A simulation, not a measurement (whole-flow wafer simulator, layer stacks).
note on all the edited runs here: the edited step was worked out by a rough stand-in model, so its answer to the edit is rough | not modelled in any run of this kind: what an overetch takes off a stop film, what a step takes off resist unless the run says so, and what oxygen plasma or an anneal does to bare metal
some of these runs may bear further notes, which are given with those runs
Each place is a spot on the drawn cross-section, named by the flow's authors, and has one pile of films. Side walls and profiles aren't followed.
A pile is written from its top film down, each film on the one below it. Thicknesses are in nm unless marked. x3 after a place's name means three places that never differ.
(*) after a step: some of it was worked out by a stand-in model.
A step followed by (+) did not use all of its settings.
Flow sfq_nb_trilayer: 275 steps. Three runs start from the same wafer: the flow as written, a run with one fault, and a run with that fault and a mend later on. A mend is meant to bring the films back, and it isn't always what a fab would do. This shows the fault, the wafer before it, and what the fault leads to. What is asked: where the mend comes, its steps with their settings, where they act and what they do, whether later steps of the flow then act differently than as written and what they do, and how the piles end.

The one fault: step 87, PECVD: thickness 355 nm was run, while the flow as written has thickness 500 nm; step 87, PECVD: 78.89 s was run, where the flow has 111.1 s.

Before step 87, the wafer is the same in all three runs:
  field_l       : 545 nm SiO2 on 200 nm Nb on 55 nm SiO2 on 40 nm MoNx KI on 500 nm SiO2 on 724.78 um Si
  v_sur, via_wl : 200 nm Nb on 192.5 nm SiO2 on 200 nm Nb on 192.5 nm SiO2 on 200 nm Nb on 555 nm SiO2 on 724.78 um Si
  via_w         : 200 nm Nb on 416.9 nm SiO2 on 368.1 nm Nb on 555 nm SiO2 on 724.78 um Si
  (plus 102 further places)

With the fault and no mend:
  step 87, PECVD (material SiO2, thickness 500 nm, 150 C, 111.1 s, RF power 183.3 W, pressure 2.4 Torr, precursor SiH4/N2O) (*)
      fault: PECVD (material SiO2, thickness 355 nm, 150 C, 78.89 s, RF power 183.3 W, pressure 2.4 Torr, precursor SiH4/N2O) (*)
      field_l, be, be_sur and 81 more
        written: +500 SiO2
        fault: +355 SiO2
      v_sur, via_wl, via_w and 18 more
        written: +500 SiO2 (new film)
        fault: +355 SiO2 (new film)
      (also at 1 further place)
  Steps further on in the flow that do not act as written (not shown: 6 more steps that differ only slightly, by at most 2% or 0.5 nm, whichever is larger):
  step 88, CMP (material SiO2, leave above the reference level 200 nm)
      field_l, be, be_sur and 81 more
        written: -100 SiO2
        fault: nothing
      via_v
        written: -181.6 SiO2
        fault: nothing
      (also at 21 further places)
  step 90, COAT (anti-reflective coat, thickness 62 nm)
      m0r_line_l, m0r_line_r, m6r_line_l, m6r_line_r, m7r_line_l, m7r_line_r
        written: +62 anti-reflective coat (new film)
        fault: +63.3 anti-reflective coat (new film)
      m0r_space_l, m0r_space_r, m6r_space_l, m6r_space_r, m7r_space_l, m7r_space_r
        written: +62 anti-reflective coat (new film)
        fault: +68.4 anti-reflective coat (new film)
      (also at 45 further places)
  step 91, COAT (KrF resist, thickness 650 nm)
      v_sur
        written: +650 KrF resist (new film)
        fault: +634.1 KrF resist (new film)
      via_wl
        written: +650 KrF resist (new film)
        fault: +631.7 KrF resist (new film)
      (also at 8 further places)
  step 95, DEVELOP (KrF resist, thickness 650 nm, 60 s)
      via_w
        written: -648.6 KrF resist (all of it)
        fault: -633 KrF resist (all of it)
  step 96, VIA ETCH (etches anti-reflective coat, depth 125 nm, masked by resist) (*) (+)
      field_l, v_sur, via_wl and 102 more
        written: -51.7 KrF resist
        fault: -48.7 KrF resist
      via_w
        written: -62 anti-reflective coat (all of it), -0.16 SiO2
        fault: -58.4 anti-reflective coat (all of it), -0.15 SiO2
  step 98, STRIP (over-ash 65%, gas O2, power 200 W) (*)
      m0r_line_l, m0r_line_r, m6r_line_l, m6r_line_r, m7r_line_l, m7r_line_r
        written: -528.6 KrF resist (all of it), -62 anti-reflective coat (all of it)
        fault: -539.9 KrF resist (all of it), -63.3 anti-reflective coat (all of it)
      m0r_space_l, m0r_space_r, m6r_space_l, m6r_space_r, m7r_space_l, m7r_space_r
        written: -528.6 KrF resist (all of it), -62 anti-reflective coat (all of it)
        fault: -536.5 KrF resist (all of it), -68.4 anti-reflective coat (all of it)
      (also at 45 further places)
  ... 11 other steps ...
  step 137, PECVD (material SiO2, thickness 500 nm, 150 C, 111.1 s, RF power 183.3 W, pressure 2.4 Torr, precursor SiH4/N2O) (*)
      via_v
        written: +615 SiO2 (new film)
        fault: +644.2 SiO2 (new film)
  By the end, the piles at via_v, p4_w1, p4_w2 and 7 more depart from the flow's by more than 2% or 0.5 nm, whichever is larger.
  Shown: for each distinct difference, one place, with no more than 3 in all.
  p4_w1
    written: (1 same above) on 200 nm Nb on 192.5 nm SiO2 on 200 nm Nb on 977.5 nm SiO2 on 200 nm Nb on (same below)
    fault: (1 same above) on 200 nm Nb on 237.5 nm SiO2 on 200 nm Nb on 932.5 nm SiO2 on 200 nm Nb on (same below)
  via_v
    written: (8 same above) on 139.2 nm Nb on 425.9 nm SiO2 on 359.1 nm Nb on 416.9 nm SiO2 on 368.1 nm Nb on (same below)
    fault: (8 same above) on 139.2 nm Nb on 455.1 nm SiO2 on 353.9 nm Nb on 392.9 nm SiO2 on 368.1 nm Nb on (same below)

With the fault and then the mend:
  The mend stands after step 87.
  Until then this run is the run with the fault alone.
  step 87a, PECVD (material SiO2, thickness 145 nm, 150 C, 32.22 s, RF power 183.3 W, pressure 2.4 Torr, precursor SiH4/N2O) (a further turn of the flow's step 87, with different settings)
      field_l, v_sur, via_wl and 102 more
        +145 SiO2
      via_v
        +137.7 SiO2
  Steps further on in the flow that do not act as written:
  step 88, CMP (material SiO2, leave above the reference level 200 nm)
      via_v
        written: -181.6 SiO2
        mend: -113.7 SiO2
  By the end, the piles equal the flow's at every place that both follow.
